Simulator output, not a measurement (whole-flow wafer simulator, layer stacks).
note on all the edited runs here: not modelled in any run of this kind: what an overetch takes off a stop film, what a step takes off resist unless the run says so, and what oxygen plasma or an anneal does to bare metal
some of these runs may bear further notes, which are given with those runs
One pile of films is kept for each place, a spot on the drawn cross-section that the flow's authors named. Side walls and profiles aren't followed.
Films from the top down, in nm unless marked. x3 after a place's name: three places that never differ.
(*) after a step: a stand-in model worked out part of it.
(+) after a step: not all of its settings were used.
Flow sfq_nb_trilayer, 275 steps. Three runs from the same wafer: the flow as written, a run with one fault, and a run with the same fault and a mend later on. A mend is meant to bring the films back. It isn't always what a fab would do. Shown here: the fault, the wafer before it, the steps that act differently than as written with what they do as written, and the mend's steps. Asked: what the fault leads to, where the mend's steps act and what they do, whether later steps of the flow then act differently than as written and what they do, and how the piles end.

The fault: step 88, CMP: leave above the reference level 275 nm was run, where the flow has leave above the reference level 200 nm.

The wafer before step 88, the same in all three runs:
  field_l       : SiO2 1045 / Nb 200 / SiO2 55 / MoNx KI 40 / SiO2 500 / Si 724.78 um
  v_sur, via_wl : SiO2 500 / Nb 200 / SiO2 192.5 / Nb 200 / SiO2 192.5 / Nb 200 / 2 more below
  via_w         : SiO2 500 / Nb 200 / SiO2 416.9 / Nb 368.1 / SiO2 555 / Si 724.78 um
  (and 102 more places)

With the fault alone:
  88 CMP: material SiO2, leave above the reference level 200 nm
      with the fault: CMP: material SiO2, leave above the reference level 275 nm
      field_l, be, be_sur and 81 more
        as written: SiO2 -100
        with the fault: SiO2 -25
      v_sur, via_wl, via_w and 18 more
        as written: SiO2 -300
        with the fault: SiO2 -225
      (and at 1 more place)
  Later steps of the flow that act differently than as written (4 more steps differ only slightly, by at most 2% or 0.5 nm, whichever is larger, and aren't shown):
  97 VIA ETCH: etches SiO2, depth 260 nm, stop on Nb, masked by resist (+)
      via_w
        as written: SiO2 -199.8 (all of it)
        with the fault: SiO2 -260
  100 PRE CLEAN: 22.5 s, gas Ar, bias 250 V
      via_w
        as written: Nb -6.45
        with the fault: SiO2 -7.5
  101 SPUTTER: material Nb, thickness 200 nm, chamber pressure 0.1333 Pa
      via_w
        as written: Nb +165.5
        with the fault: Nb +152.6 (new film)
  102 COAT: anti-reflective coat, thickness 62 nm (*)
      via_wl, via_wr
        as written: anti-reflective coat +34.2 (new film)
        with the fault: anti-reflective coat +23 (new film)
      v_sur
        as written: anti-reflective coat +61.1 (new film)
        with the fault: anti-reflective coat +55.7 (new film)
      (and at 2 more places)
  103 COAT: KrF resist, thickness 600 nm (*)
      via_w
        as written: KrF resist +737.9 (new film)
        with the fault: KrF resist +794 (new film)
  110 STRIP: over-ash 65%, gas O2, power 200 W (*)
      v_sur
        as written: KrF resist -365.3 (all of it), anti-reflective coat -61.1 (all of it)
        with the fault: KrF resist -362.3 (all of it), anti-reflective coat -55.7 (all of it)
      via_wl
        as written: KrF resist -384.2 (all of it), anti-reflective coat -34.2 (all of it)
        with the fault: KrF resist -383.9 (all of it), anti-reflective coat -23 (all of it)
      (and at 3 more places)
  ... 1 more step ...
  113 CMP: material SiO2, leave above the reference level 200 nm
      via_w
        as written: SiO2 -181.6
        with the fault: SiO2 -157.1
  At the end the piles differ from the flow's by more than 2% or 0.5 nm, whichever is larger, at field_l, v_sur, via_wl and 103 more.
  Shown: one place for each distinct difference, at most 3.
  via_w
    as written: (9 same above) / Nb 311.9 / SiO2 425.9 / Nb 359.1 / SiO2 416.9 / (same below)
    with the fault: (9 same above) / Nb 311.9 / SiO2 500.1 / Nb 152.6 / SiO2 7.34 / Nb 200 / SiO2 416.9 / (same below)
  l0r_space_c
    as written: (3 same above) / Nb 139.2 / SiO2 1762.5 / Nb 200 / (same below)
    with the fault: (3 same above) / Nb 139.2 / SiO2 1837.5 / Nb 200 / (same below)
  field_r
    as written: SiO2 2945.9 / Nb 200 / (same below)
    with the fault: SiO2 3020.9 / Nb 200 / (same below)

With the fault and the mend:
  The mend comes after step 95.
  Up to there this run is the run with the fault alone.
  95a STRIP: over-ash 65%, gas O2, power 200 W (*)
      field_l, v_sur, via_wl and 102 more
        KrF resist -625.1 (all of it), anti-reflective coat -62 (all of it)
      via_w
        anti-reflective coat -62 (all of it)
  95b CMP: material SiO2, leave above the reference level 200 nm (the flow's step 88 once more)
      field_l, v_sur, via_wl and 103 more
        SiO2 -75
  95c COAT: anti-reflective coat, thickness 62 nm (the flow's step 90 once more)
      field_l, v_sur, via_wl and 103 more
        anti-reflective coat +62 (new film)
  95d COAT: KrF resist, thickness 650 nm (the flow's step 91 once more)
      field_l, v_sur, via_wl and 103 more
        KrF resist +650 (new film)
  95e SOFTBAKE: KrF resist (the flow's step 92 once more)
      changes no film at any place that is followed
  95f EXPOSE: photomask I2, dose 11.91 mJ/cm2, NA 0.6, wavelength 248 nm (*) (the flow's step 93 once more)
      changes no film at any place that is followed
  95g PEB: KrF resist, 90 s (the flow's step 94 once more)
      field_l, v_sur, via_wl and 103 more
        KrF resist -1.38
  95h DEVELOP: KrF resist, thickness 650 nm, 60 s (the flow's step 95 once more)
      field_l, v_sur, via_wl and 102 more
        KrF resist -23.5
      via_w
        KrF resist -648.6 (all of it)
  No later step of the flow acts differently than as written at any place that is followed.
  At the end the piles are the same as the flow's at every place that both follow.
